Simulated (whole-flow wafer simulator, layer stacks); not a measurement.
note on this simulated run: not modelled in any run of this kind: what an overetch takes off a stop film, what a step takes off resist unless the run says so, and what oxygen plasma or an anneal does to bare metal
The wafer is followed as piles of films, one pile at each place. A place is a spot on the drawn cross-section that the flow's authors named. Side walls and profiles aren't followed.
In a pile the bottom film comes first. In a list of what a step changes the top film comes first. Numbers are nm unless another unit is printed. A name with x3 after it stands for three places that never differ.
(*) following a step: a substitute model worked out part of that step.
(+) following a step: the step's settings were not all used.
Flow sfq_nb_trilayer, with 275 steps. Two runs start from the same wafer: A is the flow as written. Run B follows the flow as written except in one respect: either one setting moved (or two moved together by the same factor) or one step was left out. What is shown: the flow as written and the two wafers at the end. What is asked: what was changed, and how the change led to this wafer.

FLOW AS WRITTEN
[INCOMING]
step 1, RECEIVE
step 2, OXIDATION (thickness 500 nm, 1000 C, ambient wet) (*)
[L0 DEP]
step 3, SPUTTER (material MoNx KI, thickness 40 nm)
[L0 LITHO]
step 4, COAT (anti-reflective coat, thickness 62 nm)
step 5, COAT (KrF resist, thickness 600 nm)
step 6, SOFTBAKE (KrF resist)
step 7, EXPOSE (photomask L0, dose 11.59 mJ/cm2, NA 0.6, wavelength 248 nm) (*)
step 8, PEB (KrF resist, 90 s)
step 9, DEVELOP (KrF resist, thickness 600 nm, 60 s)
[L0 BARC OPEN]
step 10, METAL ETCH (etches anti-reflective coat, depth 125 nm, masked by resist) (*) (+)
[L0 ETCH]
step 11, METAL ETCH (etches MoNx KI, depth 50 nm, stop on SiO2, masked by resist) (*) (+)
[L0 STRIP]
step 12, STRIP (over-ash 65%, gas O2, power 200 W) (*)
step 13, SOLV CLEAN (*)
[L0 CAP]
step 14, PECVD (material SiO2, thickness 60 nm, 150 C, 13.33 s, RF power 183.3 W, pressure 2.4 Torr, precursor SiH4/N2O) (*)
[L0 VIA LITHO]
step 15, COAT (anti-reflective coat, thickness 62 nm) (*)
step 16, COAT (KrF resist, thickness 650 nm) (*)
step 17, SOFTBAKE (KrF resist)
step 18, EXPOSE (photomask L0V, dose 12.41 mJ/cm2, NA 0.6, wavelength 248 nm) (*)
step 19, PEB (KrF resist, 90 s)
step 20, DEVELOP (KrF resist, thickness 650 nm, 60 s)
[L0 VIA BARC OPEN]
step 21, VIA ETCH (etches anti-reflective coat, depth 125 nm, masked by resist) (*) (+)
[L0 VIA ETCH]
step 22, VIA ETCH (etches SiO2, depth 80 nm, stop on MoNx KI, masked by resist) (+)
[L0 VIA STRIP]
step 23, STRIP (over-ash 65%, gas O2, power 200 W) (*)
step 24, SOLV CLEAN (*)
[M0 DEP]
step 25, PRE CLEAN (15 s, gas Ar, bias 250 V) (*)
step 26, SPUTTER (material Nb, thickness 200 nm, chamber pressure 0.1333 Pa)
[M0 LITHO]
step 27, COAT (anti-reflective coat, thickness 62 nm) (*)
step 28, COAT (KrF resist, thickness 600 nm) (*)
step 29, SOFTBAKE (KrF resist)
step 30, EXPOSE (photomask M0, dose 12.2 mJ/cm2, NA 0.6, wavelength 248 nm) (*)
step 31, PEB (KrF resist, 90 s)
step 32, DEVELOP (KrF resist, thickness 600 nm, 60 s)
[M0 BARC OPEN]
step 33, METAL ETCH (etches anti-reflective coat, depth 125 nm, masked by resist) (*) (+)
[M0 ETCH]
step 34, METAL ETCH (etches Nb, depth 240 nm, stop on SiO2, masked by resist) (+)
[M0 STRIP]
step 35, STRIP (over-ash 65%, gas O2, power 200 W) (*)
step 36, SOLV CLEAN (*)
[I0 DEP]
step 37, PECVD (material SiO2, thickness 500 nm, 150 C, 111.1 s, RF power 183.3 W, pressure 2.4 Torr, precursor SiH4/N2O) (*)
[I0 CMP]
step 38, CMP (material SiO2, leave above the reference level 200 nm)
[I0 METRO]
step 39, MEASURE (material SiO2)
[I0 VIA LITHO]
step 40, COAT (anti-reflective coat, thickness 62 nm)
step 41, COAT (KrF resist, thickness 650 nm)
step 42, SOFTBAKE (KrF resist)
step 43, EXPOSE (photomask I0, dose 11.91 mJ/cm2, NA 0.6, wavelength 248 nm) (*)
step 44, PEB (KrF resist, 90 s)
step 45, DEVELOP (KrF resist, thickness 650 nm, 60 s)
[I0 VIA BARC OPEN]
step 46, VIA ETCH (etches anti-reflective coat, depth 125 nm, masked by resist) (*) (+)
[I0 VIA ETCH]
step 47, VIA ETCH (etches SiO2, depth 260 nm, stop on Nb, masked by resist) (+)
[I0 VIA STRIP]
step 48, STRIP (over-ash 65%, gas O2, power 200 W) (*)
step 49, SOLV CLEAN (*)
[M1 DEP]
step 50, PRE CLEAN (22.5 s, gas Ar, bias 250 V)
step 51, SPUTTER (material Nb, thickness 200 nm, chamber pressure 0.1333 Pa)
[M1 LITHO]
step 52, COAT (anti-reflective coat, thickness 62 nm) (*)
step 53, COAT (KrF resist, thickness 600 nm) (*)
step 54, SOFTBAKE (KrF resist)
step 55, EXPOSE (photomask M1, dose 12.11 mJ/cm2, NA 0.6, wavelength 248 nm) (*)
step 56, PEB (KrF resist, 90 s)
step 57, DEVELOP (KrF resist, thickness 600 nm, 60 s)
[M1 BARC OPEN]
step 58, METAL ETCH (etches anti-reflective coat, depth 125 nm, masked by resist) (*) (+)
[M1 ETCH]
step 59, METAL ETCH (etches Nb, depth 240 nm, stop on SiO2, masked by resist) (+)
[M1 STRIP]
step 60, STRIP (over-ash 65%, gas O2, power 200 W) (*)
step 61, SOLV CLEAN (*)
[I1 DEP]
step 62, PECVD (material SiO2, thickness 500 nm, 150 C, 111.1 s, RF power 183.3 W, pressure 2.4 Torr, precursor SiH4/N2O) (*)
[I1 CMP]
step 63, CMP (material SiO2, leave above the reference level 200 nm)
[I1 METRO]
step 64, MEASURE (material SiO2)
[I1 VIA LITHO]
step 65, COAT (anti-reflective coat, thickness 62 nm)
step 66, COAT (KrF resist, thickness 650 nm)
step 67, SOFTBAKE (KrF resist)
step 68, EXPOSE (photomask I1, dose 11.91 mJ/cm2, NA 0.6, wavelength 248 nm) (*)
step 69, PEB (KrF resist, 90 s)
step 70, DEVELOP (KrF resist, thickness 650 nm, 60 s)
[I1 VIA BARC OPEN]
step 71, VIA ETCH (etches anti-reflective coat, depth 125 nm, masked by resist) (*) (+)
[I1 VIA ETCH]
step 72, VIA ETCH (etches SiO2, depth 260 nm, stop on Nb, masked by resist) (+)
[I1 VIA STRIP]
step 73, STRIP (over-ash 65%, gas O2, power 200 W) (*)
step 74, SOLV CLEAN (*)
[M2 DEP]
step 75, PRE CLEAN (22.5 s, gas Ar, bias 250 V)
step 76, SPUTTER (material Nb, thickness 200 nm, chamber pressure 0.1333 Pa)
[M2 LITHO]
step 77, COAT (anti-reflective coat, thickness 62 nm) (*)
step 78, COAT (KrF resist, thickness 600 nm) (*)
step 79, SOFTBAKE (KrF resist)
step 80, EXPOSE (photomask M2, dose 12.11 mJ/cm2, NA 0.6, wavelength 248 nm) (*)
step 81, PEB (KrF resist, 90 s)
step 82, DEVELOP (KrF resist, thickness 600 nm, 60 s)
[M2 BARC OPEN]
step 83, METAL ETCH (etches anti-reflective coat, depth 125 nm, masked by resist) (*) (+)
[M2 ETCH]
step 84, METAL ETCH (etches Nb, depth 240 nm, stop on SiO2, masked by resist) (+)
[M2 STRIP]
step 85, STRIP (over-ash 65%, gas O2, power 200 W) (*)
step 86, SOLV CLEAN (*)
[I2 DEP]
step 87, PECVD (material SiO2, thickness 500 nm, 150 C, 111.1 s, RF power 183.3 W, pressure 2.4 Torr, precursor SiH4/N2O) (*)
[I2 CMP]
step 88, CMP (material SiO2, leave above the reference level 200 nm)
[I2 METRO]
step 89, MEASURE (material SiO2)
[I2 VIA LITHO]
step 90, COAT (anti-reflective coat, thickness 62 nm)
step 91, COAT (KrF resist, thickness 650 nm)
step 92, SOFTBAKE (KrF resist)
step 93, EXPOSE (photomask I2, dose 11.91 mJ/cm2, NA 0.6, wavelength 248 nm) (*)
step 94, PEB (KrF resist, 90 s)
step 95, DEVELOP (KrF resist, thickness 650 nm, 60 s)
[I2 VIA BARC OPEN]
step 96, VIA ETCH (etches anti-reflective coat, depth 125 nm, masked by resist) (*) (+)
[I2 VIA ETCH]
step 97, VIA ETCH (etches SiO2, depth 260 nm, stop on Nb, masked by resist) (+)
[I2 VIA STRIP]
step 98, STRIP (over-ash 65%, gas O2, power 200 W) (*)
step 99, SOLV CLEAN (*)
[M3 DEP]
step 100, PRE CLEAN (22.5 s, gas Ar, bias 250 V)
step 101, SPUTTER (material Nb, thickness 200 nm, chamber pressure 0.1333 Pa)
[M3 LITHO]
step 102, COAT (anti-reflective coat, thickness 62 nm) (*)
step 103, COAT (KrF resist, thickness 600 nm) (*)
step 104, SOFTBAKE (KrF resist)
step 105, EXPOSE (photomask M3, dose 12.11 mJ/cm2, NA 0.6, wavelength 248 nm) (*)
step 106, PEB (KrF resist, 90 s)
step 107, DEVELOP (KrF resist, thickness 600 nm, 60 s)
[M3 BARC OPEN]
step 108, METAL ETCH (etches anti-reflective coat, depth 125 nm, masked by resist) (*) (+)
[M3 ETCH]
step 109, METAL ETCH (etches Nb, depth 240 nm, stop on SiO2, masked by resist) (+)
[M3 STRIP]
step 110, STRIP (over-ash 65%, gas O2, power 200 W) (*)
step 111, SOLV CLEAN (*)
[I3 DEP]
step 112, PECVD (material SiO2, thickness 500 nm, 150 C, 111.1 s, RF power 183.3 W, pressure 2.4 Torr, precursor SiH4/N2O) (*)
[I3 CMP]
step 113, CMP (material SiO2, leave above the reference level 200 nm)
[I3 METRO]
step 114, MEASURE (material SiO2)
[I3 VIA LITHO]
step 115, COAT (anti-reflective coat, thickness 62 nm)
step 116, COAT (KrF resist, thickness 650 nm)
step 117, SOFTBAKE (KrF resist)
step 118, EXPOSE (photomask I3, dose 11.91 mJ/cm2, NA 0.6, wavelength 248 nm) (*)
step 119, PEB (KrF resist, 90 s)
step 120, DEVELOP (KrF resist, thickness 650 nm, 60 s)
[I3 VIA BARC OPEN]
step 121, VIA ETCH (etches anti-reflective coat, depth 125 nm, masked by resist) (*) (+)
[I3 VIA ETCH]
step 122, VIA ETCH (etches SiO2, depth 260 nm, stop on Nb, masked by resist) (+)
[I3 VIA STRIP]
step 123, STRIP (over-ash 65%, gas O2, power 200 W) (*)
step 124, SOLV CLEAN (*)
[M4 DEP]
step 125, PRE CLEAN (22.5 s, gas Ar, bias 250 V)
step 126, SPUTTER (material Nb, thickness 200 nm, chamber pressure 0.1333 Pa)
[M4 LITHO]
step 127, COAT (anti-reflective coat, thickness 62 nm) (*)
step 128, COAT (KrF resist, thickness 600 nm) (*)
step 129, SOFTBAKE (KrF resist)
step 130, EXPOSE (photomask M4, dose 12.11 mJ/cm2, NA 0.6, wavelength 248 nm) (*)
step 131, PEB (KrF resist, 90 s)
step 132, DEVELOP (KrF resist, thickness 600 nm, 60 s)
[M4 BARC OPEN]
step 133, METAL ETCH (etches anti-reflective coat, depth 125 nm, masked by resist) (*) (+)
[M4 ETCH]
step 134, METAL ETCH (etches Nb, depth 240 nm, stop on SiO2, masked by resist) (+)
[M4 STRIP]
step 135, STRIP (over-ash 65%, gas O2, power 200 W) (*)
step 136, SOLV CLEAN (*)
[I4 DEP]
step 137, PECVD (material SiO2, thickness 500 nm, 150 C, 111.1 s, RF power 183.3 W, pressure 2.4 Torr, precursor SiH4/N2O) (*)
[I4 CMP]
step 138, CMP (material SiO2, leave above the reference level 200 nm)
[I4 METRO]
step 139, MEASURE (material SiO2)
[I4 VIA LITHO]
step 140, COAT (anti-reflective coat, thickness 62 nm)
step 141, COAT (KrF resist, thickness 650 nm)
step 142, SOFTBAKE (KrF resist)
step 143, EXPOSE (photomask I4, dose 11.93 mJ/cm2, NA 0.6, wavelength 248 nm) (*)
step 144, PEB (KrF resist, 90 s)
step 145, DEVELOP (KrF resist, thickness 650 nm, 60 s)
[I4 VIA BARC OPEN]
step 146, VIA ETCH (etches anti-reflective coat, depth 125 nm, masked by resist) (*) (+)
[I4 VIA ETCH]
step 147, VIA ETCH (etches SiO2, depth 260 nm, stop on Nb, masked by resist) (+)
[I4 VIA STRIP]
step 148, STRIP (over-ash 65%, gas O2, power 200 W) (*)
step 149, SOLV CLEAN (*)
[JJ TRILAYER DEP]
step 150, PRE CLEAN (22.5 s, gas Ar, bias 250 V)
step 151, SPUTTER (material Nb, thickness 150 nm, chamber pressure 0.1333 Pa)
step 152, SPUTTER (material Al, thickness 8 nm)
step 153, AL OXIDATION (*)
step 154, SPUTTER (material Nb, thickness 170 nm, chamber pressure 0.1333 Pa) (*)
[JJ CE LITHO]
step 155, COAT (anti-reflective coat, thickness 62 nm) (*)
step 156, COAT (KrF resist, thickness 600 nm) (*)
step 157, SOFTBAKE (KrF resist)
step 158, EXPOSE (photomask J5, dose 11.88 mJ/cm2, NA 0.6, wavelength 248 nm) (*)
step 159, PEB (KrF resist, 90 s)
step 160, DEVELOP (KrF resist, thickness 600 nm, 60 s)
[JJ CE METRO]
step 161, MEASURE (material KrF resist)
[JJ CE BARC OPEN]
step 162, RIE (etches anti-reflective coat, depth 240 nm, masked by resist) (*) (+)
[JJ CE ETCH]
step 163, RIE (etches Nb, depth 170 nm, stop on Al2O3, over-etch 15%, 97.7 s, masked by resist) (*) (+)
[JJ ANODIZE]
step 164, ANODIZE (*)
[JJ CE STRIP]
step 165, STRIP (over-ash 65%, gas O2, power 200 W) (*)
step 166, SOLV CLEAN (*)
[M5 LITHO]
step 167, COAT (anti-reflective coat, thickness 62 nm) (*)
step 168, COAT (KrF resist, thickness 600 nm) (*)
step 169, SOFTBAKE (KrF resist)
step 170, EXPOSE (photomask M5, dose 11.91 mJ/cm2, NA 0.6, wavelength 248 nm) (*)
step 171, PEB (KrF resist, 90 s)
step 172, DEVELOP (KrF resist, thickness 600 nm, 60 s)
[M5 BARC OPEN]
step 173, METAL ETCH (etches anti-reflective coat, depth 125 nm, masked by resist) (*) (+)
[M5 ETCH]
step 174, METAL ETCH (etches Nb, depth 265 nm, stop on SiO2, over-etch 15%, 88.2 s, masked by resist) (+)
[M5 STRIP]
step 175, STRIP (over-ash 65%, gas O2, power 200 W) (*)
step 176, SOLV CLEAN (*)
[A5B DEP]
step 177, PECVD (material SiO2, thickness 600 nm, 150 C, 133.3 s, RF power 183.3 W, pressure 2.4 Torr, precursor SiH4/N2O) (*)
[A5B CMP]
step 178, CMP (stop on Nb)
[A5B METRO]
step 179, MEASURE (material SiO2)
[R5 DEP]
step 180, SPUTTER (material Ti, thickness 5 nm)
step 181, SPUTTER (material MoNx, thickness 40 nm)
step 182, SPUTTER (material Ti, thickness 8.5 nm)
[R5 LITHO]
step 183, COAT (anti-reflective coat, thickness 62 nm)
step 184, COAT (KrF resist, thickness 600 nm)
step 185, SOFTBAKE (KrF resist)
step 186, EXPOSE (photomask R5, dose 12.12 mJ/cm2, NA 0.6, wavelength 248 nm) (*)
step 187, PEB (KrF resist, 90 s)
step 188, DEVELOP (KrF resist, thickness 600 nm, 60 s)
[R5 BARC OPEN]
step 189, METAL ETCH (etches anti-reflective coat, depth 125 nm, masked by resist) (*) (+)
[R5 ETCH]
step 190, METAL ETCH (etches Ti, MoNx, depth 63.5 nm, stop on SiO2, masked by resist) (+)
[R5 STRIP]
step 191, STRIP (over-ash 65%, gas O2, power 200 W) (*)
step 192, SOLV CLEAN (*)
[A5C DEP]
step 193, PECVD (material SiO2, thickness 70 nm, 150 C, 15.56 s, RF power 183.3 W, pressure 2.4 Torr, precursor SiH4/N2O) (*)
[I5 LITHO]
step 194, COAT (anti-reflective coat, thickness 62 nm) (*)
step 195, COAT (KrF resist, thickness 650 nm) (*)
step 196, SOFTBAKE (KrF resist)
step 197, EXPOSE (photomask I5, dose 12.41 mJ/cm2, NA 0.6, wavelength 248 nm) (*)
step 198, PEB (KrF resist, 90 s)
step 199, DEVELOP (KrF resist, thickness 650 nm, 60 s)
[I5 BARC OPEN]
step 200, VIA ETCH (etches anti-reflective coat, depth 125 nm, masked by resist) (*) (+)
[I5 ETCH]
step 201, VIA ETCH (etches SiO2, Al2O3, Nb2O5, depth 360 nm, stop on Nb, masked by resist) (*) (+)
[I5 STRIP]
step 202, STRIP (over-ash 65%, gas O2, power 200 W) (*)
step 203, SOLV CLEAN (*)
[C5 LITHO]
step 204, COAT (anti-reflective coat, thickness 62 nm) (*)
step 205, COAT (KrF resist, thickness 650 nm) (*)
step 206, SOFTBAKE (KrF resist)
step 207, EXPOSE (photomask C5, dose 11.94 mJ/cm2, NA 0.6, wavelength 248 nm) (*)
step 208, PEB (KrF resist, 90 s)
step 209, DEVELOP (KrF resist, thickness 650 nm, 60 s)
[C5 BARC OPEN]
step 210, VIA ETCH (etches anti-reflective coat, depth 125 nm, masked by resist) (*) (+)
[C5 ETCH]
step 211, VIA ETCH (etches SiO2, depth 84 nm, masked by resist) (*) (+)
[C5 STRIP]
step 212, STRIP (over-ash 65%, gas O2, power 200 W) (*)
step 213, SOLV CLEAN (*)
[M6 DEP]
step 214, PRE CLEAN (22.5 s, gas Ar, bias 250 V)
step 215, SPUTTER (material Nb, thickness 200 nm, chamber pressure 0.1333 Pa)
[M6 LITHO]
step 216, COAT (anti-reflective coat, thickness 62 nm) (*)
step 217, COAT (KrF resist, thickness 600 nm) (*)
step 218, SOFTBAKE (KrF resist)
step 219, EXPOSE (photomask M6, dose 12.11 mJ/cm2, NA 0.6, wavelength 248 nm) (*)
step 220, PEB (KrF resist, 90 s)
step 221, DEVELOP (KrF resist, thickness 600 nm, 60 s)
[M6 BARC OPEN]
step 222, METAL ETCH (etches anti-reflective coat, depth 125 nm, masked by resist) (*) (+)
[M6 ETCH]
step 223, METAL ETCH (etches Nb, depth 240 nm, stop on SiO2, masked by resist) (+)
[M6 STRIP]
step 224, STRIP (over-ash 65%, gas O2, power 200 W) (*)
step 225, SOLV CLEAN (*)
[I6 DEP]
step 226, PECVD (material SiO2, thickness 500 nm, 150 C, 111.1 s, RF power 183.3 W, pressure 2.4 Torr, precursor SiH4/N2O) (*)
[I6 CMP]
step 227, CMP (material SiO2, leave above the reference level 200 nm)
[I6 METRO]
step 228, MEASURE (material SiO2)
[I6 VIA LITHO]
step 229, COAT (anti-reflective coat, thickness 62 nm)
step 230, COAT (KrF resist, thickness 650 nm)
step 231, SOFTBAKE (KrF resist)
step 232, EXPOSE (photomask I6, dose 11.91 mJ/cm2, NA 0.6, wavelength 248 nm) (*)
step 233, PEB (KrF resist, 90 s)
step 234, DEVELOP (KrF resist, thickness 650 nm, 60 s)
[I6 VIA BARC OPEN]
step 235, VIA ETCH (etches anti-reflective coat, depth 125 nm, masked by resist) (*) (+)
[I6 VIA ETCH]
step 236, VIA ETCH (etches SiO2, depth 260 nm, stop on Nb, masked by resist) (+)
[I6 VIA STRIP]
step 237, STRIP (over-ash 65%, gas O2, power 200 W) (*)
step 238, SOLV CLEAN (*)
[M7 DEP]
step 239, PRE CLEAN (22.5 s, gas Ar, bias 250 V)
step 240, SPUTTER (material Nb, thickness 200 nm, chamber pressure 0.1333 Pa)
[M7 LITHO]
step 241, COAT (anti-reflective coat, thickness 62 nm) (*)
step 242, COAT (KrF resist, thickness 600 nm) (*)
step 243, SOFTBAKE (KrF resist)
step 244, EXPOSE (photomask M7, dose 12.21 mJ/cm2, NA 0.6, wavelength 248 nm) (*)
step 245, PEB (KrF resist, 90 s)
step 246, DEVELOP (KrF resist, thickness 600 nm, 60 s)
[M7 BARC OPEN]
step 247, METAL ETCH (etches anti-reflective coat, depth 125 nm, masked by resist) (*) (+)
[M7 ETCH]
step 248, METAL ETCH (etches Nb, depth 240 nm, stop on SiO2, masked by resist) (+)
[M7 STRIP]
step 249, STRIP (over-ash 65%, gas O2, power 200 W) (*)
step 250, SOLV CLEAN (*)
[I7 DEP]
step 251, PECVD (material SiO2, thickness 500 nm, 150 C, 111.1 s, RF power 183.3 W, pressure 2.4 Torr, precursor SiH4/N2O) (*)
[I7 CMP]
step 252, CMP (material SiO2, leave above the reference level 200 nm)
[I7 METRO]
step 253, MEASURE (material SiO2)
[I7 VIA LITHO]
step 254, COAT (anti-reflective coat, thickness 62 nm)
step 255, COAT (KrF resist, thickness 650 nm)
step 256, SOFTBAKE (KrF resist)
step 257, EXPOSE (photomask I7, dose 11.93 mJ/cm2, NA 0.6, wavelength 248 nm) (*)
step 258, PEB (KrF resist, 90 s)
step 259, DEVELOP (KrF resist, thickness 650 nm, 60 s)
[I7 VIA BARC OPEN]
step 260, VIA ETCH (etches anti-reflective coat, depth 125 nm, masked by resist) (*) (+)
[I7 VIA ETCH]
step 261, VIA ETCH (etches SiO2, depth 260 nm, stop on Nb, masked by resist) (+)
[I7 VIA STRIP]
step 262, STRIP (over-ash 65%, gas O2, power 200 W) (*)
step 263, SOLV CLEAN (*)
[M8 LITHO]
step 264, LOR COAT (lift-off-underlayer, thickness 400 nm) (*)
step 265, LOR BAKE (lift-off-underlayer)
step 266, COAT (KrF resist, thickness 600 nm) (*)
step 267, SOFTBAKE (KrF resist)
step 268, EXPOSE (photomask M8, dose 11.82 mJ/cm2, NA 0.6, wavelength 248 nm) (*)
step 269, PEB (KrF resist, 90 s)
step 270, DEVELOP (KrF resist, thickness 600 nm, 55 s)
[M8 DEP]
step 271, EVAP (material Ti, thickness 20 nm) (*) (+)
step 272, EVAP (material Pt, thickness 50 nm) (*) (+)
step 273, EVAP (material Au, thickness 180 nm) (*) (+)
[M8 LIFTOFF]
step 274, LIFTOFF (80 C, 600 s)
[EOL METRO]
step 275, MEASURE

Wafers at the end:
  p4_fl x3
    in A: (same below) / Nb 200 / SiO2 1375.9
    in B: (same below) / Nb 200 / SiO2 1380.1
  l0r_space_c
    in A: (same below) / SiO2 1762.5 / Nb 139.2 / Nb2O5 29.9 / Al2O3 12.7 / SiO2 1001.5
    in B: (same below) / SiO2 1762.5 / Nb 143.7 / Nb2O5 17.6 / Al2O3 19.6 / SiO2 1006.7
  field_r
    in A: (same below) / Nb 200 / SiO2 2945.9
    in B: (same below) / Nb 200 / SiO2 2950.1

The reason: step 152, SPUTTER: thickness 12.2 nm was run, though the flow has thickness 8 nm.

The path from the change to this, step by step:
  step 152, SPUTTER (material Al, thickness 8 nm)
      field_l, v_sur, via_sp and 100 more: A Al gains 8 (new film) | B Al gains 12.2 (new film)
      via_wl, via_wr: A Al gains 5.14 (new film) | B Al gains 7.84 (new film)
      (as well as at 1 more place)
  step 164, ANODIZE (*)
      field_l, v_sur, via_sp and 96 more: A Al2O3 gains 12.2, Nb2O5 gains 29.9 (new film), Al loses 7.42 (all of it), Nb loses 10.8 | B Al2O3 gains 19.2, Nb2O5 gains 17.6 (new film), Al loses 11.6 (all of it), Nb loses 6.32
      via_wl, via_wr: A Al2O3 gains 7.52 (new film), Nb2O5 gains 39.2 (new film), Al loses 4.56 (all of it), Nb loses 14.1 | B Al2O3 gains 12 (new film), Nb2O5 gains 31.2 (new film), Al loses 7.26 (all of it), Nb loses 11.2
      (as well as at 1 more place)
  step 167, COAT (anti-reflective coat, thickness 62 nm) (*)
      ce_l: A anti-reflective coat gains 19.6 (new film) | B anti-reflective coat gains 18.3 (new film)
      c5j: A anti-reflective coat gains 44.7 (new film) | B anti-reflective coat gains 43.8 (new film)
      (as well as at 1 more place)
  step 174, METAL ETCH (etches Nb, depth 265 nm, stop on SiO2, over-etch 15%, 88.2 s, masked by resist) (+)
      field_l, r_sur, res and 50 more: A Al2O3 loses 12.6 (all of it), Nb2O5 loses 29.9 (all of it), Nb loses 139.2 (all of it), SiO2 loses 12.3 | B Al2O3 loses 19.6 (all of it), Nb2O5 loses 17.6 (all of it), Nb loses 143.7 (all of it), SiO2 loses 12.4
  step 175, STRIP (over-ash 65%, gas O2, power 200 W) (*)
      ce_l: A KrF resist loses 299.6 (all of it), anti-reflective coat loses 19.6 (all of it) | B KrF resist loses 297.1 (all of it), anti-reflective coat loses 18.3 (all of it)
      c5j: A KrF resist loses 279 (all of it), anti-reflective coat loses 44.7 (all of it) | B KrF resist loses 276.2 (all of it), anti-reflective coat loses 43.8 (all of it)
      (as well as at 1 more place)
  step 178, CMP (stop on Nb)
      via_wl, via_wr: A SiO2 loses 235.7 | B SiO2 loses 230.8
      via_w: A SiO2 loses 235.2 | B SiO2 loses 230.1
  step 201, VIA ETCH (etches SiO2, Al2O3, Nb2O5, depth 360 nm, stop on Nb, masked by resist) (*) (+)
      be: A SiO2 loses 216.4 (all of it), Al2O3 loses 12.7 (all of it), Nb2O5 loses 29.9 (all of it) | B SiO2 loses 221.6 (all of it), Al2O3 loses 19.6 (all of it), Nb2O5 loses 17.6 (all of it)
